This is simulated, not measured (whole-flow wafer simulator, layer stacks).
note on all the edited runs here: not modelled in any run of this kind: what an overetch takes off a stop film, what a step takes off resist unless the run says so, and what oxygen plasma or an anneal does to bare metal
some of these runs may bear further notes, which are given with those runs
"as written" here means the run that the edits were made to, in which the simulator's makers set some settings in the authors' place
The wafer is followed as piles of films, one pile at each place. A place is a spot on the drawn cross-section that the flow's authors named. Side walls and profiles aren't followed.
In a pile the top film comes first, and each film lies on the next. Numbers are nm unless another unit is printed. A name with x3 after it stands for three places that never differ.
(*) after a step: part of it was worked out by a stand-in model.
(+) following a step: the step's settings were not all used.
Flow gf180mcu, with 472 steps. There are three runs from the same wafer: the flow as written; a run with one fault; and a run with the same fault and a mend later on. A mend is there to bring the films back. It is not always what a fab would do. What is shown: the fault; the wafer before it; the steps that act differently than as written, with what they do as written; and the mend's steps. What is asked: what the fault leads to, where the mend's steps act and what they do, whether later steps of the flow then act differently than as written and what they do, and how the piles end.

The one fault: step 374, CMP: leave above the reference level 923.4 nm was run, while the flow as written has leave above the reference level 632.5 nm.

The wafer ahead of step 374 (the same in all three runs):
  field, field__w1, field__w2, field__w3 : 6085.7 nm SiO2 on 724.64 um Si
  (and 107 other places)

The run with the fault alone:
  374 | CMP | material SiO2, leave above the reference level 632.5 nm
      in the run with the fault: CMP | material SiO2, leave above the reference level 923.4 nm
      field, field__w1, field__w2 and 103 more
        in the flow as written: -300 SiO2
        in the run with the fault: -9.1 SiO2
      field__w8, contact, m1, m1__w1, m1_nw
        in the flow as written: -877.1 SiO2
        in the run with the fault: -586.2 SiO2
  Later steps of the flow acting differently than as written:
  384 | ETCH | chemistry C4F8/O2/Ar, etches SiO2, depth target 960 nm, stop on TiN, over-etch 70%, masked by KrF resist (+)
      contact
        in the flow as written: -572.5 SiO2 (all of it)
        in the run with the fault: -863.4 SiO2 (all of it)
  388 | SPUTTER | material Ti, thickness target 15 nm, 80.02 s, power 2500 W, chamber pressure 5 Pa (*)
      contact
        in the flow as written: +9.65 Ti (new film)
        in the run with the fault: +8.16 Ti (new film)
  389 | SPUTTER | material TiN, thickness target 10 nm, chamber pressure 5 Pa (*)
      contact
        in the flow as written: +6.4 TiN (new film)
        in the run with the fault: +5.4 TiN (new film)
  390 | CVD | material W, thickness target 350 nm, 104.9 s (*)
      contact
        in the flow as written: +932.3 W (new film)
        in the run with the fault: +1225.7 W (new film)
  By the end, the piles at field, field__w1, field__w2 and 109 more depart from the flow's by more than 2% or 0.5 nm, whichever is larger.
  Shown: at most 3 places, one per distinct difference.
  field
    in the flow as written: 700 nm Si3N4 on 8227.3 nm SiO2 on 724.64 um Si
    in the run with the fault: 700 nm Si3N4 on 8518.2 nm SiO2 on 724.64 um Si
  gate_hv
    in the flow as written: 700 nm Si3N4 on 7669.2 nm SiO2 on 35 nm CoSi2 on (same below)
    in the run with the fault: 700 nm Si3N4 on 7960.1 nm SiO2 on 35 nm CoSi2 on (same below)
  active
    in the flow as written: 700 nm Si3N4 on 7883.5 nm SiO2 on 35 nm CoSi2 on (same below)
    in the run with the fault: 700 nm Si3N4 on 8174.4 nm SiO2 on 35 nm CoSi2 on (same below)

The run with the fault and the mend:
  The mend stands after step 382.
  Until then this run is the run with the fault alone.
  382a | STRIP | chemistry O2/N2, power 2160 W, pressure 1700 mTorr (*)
      field, field__w1, field__w2 and 107 more
        -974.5 KrF resist (all of it), -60 anti-reflective coat (all of it)
      contact
        -60 anti-reflective coat (all of it)
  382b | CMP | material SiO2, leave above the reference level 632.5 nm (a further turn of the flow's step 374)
      field, field__w1, field__w2 and 108 more
        -290.9 SiO2
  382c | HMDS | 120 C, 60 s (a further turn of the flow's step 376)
      does not change any film at any place that is followed
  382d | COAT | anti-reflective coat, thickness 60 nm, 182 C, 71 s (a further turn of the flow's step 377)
      field, field__w1, field__w2 and 108 more
        +60 anti-reflective coat (new film)
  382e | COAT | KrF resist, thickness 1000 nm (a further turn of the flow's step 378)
      field, field__w1, field__w2 and 108 more
        +1000 KrF resist (new film)
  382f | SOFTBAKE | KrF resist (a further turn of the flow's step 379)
      does not change any film at any place that is followed
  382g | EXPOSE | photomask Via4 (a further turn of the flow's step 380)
      does not change any film at any place that is followed
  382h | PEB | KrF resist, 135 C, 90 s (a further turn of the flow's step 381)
      field, field__w1, field__w2 and 108 more
        -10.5 KrF resist
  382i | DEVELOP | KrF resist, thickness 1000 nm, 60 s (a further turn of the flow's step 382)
      field, field__w1, field__w2 and 107 more
        -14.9 KrF resist
      contact
        -989.5 KrF resist (all of it)
  Every later step of the flow that is run acts as written at every place that is followed.
  The piles end the same as the flow's at every place that both follow.
